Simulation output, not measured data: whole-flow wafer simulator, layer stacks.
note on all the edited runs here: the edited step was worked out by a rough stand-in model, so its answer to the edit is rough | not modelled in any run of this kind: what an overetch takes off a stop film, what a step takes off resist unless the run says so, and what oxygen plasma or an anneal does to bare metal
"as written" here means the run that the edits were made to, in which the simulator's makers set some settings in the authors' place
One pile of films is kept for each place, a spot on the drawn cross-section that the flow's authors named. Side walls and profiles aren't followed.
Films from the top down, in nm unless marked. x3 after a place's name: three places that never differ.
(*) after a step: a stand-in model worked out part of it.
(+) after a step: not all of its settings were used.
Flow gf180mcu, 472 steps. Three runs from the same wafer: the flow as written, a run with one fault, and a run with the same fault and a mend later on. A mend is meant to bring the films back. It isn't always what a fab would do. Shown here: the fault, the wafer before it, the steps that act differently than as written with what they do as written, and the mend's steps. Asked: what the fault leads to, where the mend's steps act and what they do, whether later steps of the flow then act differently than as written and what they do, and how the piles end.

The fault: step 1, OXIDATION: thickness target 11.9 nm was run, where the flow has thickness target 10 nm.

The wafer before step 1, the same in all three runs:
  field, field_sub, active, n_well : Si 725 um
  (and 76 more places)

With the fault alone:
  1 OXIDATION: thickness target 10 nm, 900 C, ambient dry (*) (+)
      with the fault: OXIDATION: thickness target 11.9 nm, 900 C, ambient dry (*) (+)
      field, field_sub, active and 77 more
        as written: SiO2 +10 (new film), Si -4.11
        with the fault: SiO2 +11.9 (new film), Si -4.95
  Later steps of the flow that act differently than as written (100 more steps differ only slightly, by at most 2% or 0.5 nm, whichever is larger, and aren't shown):
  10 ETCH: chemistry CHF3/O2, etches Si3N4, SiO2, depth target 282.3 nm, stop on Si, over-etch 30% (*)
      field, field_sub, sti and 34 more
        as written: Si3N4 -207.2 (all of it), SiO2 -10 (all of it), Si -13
        with the fault: Si3N4 -207.2 (all of it), SiO2 -11.9 (all of it), Si -12.6
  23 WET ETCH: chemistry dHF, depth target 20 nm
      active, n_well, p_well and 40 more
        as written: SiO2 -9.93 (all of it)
        with the fault: SiO2 -11.8 (all of it)
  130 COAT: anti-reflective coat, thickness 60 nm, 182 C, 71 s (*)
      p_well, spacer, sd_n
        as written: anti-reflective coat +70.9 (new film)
        with the fault: anti-reflective coat +72.7 (new film)
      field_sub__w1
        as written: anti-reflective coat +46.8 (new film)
        with the fault: anti-reflective coat +45.8 (new film)
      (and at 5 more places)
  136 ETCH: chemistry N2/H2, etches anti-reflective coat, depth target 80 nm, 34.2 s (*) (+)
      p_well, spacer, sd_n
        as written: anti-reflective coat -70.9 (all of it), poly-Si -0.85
        with the fault: anti-reflective coat -72.7 (all of it), poly-Si -0.8
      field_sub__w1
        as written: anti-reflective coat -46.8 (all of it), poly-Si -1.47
        with the fault: anti-reflective coat -45.8 (all of it), poly-Si -1.49
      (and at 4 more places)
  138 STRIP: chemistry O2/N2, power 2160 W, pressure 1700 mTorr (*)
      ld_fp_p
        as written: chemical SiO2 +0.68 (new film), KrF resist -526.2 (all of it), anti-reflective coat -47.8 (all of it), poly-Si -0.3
        with the fault: chemical SiO2 +0.68 (new film), KrF resist -526.3 (all of it), anti-reflective coat -46.7 (all of it), poly-Si -0.3
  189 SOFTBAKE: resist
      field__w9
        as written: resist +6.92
        with the fault: resist -3.08
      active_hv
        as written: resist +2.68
        with the fault: resist -0.48
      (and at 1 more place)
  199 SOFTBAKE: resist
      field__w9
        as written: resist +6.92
        with the fault: resist -3.08
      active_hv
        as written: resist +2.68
        with the fault: resist -0.48
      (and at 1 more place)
  At the end the piles differ from the flow's only slightly at the places that both follow, by at most 2% or 0.5 nm, whichever is larger.

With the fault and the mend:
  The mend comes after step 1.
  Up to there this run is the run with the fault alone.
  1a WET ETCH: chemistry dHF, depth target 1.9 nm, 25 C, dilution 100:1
      field, field_sub, active and 77 more
        SiO2 -1.9
  No later step of the flow acts differently than as written at any place that is followed.
  At the end the piles differ from the flow's only slightly at the places that both follow, by at most 2% or 0.5 nm, whichever is larger.
